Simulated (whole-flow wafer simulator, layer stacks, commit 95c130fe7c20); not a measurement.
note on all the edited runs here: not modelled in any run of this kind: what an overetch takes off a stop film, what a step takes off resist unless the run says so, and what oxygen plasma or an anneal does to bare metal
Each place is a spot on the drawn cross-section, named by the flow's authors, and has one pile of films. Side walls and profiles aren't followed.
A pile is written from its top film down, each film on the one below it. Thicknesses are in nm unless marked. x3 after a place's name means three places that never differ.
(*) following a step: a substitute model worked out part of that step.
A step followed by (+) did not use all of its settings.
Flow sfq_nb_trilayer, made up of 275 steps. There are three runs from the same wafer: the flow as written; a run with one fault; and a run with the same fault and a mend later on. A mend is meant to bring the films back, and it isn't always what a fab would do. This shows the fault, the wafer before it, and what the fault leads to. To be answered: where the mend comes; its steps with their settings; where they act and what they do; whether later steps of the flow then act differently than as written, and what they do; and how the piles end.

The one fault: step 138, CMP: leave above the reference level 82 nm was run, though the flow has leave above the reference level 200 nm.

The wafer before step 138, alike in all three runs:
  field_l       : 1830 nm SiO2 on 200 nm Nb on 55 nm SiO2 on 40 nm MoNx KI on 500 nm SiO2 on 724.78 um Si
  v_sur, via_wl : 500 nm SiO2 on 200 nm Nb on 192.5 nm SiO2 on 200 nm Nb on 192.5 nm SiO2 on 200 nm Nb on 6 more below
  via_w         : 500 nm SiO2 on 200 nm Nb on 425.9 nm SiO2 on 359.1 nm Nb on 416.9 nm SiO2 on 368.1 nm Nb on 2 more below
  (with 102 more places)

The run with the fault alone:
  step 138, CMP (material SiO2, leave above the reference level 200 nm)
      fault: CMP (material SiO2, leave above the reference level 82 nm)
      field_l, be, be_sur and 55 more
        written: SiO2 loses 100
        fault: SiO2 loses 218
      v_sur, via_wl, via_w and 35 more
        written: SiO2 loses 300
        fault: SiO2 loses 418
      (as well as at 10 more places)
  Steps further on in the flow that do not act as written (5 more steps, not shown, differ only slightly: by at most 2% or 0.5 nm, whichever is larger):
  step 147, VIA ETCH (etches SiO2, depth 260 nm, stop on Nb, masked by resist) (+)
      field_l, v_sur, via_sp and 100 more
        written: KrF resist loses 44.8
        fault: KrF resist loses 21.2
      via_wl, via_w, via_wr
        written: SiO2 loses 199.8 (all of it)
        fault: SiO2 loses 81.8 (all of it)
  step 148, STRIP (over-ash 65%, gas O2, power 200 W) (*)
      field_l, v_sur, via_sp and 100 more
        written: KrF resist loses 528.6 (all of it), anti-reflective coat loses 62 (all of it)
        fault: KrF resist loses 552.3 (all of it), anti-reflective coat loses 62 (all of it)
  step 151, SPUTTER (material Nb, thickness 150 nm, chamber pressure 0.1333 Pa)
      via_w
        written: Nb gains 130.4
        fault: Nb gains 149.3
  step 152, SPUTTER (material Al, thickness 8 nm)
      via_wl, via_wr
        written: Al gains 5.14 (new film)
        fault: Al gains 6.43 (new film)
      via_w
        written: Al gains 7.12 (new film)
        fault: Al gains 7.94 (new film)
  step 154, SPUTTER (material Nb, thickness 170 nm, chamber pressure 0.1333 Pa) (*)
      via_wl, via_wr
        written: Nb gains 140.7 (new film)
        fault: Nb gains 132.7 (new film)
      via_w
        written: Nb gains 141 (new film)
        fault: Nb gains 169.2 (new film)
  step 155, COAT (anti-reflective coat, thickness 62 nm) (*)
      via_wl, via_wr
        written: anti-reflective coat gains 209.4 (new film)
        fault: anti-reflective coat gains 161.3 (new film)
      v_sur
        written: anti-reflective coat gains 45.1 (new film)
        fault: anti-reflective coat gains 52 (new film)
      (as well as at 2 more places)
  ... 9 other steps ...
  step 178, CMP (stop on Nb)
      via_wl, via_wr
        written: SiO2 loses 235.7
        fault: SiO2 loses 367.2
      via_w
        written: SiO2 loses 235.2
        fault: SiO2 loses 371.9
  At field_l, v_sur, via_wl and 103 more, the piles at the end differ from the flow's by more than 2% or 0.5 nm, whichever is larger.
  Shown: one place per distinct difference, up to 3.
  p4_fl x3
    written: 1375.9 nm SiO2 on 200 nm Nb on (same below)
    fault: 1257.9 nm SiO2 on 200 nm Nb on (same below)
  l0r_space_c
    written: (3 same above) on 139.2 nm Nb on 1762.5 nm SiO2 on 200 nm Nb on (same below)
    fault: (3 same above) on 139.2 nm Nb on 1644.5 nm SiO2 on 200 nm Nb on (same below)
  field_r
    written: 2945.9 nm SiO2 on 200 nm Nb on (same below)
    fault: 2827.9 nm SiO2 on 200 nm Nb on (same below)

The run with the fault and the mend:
  The mend stands after step 139.
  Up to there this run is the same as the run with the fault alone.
  step 139a, PECVD (material SiO2, thickness 118 nm, 150 C, 26.22 s, RF power 183.3 W, pressure 2.4 Torr, precursor SiH4/N2O) (a further turn of the flow's step 137, with different settings)
      field_l, v_sur, via_wl and 103 more
        SiO2 gains 118
  Later steps of the flow that are run all act as written at every place that is followed, up to a difference of at most 2% or 0.5 nm, whichever is larger.
  The piles end the same as the flow's at every place that both follow.
